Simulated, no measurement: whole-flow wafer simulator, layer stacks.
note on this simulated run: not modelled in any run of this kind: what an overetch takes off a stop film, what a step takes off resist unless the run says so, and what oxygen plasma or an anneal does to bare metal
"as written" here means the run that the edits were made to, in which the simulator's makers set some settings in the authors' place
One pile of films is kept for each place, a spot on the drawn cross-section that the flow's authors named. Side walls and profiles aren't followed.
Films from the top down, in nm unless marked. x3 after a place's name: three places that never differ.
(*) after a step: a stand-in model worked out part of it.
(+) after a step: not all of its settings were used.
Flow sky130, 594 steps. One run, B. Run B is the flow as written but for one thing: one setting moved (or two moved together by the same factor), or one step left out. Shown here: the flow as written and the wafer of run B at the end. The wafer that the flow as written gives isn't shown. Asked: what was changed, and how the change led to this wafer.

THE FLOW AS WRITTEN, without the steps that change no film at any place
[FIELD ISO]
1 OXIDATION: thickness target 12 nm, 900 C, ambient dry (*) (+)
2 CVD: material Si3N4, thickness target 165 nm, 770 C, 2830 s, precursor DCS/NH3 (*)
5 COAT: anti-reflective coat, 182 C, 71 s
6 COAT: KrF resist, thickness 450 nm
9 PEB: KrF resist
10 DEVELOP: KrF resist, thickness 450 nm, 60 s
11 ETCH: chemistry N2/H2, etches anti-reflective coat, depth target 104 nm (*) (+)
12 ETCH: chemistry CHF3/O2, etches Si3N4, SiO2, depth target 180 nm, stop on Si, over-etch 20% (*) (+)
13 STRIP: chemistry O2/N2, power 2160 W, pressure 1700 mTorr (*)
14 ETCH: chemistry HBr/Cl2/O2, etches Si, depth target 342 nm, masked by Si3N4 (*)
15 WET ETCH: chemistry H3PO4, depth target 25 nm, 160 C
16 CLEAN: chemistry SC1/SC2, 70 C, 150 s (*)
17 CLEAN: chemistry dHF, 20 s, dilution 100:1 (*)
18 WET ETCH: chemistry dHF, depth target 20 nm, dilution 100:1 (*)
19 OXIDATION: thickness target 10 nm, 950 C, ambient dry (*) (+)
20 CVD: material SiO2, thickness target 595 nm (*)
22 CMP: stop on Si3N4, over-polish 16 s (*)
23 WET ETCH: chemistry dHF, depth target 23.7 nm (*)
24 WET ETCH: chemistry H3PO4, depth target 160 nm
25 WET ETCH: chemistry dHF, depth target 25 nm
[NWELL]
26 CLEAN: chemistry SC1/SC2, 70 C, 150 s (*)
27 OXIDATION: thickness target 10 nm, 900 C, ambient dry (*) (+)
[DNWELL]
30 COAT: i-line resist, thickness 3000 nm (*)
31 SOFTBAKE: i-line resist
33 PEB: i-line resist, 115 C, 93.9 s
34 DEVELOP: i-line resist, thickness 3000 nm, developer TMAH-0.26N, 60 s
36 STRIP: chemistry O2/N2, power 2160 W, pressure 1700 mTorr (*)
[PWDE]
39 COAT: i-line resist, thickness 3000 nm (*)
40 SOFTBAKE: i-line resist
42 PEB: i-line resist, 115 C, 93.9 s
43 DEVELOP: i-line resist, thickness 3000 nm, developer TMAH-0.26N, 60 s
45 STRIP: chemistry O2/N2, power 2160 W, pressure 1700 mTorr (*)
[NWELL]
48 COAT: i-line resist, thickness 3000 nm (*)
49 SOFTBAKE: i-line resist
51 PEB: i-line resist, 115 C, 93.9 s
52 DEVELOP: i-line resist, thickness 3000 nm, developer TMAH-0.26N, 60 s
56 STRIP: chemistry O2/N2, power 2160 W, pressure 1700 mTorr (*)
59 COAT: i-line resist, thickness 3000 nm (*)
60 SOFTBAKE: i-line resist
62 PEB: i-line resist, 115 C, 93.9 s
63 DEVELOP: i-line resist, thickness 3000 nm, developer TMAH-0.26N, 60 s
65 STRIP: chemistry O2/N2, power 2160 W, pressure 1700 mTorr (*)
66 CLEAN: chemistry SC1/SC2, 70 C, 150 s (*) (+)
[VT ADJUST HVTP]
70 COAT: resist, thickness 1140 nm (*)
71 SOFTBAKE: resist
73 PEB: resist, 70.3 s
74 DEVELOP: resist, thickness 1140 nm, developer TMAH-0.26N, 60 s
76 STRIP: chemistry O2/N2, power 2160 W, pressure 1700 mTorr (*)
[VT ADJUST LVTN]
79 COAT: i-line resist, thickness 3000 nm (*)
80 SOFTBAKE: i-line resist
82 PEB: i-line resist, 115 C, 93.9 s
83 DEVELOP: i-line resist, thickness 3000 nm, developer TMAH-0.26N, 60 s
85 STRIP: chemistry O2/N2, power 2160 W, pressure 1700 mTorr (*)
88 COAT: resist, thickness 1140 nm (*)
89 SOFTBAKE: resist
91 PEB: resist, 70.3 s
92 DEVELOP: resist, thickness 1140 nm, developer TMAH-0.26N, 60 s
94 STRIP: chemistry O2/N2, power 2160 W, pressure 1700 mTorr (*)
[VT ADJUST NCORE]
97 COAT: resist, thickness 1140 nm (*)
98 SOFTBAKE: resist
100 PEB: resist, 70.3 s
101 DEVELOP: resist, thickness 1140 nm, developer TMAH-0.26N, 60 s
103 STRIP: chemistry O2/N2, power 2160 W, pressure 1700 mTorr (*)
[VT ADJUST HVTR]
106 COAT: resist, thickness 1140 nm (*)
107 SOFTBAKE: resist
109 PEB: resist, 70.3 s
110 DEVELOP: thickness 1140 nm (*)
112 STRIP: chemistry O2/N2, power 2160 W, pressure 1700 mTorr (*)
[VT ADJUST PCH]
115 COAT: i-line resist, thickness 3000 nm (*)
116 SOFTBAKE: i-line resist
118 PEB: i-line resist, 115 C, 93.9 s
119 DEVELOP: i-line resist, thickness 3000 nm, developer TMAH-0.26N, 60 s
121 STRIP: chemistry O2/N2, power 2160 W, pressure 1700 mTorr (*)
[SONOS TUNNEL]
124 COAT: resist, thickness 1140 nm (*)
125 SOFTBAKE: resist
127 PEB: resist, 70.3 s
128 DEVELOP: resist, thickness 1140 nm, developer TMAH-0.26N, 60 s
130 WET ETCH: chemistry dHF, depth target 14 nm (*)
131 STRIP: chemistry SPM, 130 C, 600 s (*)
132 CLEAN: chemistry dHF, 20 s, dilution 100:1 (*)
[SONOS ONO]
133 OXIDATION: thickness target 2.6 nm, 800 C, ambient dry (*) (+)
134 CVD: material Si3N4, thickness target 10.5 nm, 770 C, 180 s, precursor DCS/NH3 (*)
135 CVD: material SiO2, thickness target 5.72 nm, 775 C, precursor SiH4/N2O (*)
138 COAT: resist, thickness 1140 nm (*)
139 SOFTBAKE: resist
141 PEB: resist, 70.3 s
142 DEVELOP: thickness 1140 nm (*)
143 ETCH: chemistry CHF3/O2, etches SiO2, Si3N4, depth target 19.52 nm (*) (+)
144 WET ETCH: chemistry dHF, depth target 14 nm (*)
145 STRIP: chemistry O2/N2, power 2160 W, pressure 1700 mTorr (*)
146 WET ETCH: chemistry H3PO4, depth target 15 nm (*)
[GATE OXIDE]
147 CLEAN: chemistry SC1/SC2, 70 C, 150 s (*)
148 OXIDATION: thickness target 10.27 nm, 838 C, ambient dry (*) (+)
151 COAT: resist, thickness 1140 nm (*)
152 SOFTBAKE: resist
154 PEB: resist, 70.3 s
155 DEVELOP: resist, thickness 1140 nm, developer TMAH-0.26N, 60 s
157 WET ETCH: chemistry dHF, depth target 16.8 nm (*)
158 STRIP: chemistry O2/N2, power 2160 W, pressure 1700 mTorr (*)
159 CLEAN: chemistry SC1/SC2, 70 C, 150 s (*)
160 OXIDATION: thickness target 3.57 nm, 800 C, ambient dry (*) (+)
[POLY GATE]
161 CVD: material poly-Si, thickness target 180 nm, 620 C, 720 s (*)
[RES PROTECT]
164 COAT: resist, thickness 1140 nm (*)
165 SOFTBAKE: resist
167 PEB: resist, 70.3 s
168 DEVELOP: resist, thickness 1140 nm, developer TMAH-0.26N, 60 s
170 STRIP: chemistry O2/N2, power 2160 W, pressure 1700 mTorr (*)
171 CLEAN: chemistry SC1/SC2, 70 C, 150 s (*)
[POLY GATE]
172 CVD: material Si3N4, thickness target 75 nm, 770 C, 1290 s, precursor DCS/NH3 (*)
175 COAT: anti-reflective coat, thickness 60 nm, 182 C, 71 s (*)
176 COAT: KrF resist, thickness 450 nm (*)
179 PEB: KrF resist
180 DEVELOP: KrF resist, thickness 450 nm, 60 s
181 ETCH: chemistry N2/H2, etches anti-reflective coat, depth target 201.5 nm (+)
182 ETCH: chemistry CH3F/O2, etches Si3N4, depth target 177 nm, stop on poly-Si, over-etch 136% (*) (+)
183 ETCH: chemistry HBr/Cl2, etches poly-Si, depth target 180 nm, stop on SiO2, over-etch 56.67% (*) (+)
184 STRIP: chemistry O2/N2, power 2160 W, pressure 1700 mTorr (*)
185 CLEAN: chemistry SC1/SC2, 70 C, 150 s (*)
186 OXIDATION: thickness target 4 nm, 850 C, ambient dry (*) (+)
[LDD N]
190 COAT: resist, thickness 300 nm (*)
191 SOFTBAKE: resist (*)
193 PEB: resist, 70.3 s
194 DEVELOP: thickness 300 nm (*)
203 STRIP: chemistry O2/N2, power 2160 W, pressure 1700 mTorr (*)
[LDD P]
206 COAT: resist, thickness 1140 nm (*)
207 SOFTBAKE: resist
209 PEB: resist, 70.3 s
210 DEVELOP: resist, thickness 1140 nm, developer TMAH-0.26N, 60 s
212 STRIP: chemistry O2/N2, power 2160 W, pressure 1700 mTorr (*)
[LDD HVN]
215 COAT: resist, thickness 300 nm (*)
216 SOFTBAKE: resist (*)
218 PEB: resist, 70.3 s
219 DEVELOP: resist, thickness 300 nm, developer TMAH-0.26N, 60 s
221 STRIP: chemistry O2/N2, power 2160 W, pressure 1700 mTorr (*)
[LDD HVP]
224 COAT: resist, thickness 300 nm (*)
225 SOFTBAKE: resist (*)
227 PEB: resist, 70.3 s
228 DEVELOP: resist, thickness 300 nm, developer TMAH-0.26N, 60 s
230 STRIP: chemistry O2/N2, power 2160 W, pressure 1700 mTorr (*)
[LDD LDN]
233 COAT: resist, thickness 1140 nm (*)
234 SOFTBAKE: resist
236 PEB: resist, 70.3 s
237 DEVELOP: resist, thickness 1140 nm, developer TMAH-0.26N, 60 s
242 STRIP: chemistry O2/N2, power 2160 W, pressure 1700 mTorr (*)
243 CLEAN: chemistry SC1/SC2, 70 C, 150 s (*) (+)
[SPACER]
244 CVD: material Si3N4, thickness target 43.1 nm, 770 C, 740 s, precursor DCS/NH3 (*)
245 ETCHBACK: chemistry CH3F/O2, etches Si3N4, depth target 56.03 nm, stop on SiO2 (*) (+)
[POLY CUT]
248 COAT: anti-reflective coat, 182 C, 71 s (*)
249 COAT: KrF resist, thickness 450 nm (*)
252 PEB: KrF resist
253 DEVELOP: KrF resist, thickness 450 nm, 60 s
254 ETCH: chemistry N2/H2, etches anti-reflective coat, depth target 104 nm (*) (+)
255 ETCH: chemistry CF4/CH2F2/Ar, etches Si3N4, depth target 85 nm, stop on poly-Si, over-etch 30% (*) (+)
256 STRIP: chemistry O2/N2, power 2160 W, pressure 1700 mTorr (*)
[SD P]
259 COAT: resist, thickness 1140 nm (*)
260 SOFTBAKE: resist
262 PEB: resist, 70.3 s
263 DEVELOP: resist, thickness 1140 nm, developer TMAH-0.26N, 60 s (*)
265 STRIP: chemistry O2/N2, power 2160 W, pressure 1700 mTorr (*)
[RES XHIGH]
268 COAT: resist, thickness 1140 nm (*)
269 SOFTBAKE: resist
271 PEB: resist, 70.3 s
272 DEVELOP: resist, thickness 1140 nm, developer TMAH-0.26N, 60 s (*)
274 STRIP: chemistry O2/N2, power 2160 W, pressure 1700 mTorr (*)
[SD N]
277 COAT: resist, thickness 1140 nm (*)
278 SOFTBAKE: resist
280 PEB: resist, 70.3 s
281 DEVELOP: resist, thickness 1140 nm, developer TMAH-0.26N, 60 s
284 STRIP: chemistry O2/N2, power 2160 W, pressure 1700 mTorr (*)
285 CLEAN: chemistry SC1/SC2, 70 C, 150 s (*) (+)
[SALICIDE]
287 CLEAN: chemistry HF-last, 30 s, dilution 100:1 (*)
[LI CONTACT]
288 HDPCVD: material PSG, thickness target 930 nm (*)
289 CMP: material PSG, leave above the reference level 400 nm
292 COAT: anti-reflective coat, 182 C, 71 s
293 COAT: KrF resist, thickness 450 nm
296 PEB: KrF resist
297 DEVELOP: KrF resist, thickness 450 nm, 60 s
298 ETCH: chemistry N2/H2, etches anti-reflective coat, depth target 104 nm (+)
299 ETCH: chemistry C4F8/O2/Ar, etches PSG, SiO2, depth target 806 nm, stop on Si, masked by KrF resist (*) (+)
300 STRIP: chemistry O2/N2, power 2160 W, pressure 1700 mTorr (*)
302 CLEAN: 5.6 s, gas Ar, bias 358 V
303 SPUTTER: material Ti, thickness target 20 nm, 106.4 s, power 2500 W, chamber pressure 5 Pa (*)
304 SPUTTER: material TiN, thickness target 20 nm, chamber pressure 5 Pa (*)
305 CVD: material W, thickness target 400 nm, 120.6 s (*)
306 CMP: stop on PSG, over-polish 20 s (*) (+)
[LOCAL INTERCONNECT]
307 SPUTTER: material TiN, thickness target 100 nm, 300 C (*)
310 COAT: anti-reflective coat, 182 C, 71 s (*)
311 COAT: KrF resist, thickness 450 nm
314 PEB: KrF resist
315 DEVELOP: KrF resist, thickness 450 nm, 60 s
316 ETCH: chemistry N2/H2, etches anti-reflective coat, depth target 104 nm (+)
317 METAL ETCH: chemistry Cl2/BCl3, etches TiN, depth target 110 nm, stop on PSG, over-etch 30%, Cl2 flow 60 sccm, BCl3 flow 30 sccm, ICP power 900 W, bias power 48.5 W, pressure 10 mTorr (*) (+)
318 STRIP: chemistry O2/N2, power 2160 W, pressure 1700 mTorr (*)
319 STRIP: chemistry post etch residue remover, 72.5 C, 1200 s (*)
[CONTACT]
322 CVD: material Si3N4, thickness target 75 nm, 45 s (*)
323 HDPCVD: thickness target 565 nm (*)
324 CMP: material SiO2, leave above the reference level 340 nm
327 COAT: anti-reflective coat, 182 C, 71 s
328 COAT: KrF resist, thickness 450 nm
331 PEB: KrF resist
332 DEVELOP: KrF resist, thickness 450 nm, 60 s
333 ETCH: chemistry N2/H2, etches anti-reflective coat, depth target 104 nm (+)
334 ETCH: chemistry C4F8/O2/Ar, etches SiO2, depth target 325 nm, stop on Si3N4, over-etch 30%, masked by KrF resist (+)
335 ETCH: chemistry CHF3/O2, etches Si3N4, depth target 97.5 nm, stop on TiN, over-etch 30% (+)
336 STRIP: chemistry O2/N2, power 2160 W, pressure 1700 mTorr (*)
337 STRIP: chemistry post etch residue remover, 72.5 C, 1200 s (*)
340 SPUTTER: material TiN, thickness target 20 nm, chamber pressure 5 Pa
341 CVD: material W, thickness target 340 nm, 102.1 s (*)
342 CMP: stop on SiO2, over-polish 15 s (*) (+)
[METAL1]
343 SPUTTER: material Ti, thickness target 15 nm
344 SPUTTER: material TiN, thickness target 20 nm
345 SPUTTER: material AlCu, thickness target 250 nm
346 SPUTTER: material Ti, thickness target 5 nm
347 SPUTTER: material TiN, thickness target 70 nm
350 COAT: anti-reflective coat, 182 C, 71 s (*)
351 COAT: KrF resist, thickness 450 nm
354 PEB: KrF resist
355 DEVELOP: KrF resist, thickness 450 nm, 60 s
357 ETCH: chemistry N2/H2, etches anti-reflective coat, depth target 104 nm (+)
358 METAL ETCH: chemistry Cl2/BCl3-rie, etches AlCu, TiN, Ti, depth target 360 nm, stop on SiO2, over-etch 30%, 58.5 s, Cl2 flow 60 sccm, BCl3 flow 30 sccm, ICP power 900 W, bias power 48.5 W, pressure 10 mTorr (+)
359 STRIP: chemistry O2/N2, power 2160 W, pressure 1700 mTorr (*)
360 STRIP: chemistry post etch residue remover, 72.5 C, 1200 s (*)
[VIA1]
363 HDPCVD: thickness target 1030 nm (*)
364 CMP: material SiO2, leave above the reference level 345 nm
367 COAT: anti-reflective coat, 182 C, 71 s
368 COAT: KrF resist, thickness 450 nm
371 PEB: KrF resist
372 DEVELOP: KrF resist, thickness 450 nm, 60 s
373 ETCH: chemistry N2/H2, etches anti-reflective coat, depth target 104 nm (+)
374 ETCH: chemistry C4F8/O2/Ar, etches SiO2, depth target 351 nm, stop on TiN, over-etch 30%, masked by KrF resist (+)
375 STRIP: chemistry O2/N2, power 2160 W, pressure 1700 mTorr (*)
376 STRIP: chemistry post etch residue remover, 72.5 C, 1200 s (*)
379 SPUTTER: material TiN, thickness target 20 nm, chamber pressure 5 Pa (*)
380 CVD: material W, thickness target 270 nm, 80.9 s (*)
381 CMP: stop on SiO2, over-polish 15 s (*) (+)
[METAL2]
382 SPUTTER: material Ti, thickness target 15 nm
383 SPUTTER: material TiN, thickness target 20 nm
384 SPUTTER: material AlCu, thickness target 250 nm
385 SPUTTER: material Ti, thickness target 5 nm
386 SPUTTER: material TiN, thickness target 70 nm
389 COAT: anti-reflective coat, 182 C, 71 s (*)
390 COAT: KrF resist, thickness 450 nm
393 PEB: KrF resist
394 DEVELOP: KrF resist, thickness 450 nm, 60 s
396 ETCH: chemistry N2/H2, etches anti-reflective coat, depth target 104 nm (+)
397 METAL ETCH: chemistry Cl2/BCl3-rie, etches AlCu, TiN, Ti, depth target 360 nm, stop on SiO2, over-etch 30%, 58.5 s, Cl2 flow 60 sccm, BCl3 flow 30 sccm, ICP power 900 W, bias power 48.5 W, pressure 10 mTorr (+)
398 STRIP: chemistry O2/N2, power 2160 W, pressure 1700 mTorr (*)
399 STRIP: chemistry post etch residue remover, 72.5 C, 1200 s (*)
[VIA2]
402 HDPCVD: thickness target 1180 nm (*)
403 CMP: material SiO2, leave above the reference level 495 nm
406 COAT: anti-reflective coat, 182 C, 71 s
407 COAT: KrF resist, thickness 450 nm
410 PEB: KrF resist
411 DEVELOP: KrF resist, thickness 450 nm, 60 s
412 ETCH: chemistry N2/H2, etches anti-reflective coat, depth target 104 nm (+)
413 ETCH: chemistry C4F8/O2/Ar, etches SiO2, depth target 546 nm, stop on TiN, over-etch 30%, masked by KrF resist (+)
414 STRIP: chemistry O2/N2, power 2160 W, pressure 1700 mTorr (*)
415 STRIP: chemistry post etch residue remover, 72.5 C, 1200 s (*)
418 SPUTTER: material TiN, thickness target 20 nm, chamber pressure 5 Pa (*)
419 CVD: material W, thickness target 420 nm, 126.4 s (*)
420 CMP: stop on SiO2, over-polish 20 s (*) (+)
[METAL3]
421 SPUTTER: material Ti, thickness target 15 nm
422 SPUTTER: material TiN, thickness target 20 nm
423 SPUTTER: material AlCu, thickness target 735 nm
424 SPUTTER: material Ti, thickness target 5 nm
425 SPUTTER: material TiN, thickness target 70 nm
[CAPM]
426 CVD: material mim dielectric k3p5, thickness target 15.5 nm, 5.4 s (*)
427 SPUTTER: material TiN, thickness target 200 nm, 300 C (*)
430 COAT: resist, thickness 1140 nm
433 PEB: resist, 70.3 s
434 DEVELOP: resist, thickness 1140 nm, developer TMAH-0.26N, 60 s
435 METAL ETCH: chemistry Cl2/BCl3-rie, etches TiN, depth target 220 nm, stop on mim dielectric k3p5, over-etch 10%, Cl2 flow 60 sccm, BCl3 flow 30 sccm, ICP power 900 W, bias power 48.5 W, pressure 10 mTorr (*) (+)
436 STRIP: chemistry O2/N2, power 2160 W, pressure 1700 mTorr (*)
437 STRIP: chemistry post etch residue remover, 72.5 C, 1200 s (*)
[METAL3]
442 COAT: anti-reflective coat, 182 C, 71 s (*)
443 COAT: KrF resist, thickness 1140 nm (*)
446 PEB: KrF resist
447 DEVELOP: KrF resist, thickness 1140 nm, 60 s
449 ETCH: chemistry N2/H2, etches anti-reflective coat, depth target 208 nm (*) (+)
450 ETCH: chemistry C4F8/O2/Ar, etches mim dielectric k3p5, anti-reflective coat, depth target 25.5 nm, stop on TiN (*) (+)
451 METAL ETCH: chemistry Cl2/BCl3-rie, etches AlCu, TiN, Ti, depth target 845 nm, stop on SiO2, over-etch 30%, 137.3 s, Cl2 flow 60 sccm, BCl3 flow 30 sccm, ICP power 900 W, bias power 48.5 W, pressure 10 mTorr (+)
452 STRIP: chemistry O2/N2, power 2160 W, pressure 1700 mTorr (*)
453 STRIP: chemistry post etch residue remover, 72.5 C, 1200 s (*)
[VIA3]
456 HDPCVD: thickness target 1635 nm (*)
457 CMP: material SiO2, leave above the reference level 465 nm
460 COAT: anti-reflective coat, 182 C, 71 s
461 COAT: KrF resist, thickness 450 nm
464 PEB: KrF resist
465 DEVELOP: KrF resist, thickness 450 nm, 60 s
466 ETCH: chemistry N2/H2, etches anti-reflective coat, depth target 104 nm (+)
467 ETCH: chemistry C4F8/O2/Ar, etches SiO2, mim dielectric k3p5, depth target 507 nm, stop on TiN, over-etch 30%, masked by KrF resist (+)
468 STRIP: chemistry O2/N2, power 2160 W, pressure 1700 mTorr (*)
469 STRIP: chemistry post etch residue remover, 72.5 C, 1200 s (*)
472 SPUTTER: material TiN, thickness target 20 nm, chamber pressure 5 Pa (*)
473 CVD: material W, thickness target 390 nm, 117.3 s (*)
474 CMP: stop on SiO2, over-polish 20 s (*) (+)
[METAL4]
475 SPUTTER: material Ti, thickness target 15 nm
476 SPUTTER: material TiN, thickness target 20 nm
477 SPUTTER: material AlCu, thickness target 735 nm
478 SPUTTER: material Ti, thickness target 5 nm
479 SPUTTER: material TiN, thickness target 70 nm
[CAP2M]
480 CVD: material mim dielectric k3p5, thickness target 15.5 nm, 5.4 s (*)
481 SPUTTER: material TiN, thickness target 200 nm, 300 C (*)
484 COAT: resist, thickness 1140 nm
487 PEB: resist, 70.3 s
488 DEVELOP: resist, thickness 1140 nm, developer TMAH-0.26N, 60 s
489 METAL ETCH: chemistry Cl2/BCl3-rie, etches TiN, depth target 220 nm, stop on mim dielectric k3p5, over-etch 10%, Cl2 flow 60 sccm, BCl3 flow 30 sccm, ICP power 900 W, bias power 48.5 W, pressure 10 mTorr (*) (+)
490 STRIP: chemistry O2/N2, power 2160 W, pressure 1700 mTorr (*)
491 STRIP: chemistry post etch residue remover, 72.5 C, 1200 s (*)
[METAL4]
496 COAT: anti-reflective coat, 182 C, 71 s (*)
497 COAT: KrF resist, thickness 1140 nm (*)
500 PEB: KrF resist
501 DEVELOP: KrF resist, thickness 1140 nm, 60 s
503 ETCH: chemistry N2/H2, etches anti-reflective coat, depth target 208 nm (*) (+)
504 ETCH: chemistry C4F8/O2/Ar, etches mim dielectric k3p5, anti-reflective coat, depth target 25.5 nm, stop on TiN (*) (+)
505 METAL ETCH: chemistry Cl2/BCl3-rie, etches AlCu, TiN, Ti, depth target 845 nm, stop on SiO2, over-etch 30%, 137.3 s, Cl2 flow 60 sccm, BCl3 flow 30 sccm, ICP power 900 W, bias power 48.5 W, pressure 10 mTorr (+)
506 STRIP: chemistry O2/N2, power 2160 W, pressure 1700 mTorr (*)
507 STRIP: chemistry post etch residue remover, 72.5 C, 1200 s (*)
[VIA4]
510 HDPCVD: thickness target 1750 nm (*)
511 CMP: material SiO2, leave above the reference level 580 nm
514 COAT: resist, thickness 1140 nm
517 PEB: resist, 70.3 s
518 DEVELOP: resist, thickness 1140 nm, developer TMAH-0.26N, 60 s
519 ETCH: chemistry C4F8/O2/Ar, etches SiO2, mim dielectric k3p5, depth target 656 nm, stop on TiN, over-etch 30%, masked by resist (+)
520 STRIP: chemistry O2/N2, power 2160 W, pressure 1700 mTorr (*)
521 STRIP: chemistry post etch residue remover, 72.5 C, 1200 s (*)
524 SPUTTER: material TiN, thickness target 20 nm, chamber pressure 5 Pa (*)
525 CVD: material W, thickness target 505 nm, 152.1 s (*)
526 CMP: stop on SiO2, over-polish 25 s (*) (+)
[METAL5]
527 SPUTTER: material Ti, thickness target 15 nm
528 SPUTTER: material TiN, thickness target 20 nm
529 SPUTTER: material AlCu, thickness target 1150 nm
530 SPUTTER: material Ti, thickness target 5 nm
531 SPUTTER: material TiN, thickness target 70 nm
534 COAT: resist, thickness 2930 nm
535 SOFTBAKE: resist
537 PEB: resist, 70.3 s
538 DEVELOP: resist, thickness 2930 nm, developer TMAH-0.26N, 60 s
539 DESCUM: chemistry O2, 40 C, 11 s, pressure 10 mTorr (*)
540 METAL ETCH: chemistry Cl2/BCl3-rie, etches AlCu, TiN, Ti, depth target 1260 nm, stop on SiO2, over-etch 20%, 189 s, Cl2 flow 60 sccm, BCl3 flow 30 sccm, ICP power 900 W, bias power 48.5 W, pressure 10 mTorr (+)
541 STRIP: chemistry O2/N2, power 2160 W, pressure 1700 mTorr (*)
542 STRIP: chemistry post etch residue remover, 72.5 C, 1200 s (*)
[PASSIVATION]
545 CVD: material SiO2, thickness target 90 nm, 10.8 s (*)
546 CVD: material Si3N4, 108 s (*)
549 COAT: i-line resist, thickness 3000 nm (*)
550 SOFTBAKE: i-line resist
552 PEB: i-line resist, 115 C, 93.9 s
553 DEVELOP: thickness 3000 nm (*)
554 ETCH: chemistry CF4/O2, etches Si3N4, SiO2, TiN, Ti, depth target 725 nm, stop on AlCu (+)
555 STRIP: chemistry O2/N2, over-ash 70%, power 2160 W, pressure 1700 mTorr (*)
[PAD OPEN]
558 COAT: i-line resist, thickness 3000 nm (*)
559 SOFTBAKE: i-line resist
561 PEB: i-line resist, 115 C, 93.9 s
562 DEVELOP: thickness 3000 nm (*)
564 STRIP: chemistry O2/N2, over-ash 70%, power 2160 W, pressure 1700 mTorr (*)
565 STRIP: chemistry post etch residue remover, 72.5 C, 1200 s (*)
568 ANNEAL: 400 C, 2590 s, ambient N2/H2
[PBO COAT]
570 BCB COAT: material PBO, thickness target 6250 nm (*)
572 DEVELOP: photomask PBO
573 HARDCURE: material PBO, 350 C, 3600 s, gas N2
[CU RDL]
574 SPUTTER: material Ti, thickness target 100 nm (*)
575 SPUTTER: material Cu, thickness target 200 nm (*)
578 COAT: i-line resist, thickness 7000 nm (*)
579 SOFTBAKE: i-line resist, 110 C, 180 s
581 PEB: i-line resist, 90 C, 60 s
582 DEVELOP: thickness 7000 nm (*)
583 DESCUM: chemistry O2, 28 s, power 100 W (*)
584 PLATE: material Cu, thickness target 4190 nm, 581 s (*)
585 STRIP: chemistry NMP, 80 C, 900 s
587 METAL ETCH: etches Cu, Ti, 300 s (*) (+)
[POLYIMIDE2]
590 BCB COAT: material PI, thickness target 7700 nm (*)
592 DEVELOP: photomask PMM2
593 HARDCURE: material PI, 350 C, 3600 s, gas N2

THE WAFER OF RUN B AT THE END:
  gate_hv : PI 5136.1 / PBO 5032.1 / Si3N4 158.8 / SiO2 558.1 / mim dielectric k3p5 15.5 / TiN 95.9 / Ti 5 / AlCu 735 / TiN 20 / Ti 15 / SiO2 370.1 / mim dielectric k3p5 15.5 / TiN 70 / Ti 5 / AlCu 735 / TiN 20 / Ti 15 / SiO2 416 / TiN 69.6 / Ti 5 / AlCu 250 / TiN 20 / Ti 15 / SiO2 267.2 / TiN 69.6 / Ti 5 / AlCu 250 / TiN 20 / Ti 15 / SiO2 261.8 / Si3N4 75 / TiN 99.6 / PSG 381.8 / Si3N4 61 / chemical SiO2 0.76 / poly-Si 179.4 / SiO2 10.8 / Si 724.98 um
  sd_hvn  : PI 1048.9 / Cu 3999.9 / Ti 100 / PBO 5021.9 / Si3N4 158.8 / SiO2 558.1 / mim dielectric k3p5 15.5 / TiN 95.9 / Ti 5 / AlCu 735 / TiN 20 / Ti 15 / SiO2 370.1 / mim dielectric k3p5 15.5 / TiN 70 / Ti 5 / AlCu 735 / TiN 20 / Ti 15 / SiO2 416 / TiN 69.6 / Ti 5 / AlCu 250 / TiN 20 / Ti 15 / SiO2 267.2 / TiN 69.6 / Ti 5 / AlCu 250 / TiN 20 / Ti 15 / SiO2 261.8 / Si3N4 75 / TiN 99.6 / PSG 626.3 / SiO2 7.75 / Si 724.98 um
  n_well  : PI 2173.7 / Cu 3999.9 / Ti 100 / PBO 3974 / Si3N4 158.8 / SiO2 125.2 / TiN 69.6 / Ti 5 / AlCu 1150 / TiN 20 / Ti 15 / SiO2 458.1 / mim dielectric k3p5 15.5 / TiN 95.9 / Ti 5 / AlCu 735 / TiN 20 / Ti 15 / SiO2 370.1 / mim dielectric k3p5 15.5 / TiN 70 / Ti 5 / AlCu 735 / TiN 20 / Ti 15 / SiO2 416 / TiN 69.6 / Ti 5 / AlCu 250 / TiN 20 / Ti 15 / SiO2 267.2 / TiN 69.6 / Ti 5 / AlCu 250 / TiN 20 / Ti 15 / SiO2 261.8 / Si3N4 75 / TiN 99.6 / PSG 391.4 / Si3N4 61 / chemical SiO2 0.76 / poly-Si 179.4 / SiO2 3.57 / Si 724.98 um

The cause: step 479, SPUTTER: thickness target 95.9 nm was run, where the flow has thickness target 70 nm.
It can be read off the wafer: gate_hv has TiN 95.9, and step 479 as written asks for 70 nm.

How the change led to this, step by step:
  479 SPUTTER: material TiN, thickness target 70 nm
      field, active, n_well and 189 more: TiN +95.9 (new film) (as written it would be: TiN +70 (new film))
  505 METAL ETCH: chemistry Cl2/BCl3-rie, etches AlCu, TiN, Ti, depth target 845 nm, stop on SiO2, over-etch 30%, 137.3 s, Cl2 flow 60 sccm, BCl3 flow 30 sccm, ICP power 900 W, bias power 48.5 W, pressure 10 mTorr (+)
      field, gate, spacer and 68 more: TiN -95.9 (all of it), Ti -5 (all of it), AlCu -735 (all of it), TiN -20 (all of it), Ti -15 (all of it), SiO2 -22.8 (as written it would be: TiN -70 (all of it), Ti -5 (all of it), AlCu -735 (all of it), TiN -20 (all of it), Ti -15 (all of it), SiO2 -25.4)
      active, vpp_iso1, mim_edge_plate and 14 more: TiN -95.9 (all of it), Ti -5 (all of it), AlCu -735 (all of it), TiN -20 (all of it), Ti -15 (all of it), SiO2 -22.8 (as written it would be: TiN -70 (all of it), Ti -5 (all of it), AlCu -735 (all of it), TiN -20 (all of it), Ti -15 (all of it), SiO2 -25.3)
  511 CMP: material SiO2, leave above the reference level 580 nm
      n_well, p_well, gate_hv and 99 more: SiO2 -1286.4 (as written it would be: SiO2 -1260.5)
      m1, via3_hole: SiO2 -1285.8 (as written it would be: SiO2 -1259.9)
  519 ETCH: chemistry C4F8/O2/Ar, etches SiO2, mim dielectric k3p5, depth target 656 nm, stop on TiN, over-etch 30%, masked by resist (+)
      field, active, n_well and 188 more: resist -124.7 (as written it would be: resist -131.2)
      m1: SiO2 -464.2 (all of it), mim dielectric k3p5 -15.5 (all of it) (as written it would be: SiO2 -490.1 (all of it), mim dielectric k3p5 -15.5 (all of it))
      (and at 1 more place)
  525 CVD: material W, thickness target 505 nm, 152.1 s (*)
      m1: W +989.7 (new film) (as written it would be: W +1015.8 (new film))
      via4_hole: W +989.1 (new film) (as written it would be: W +1015.2 (new film))
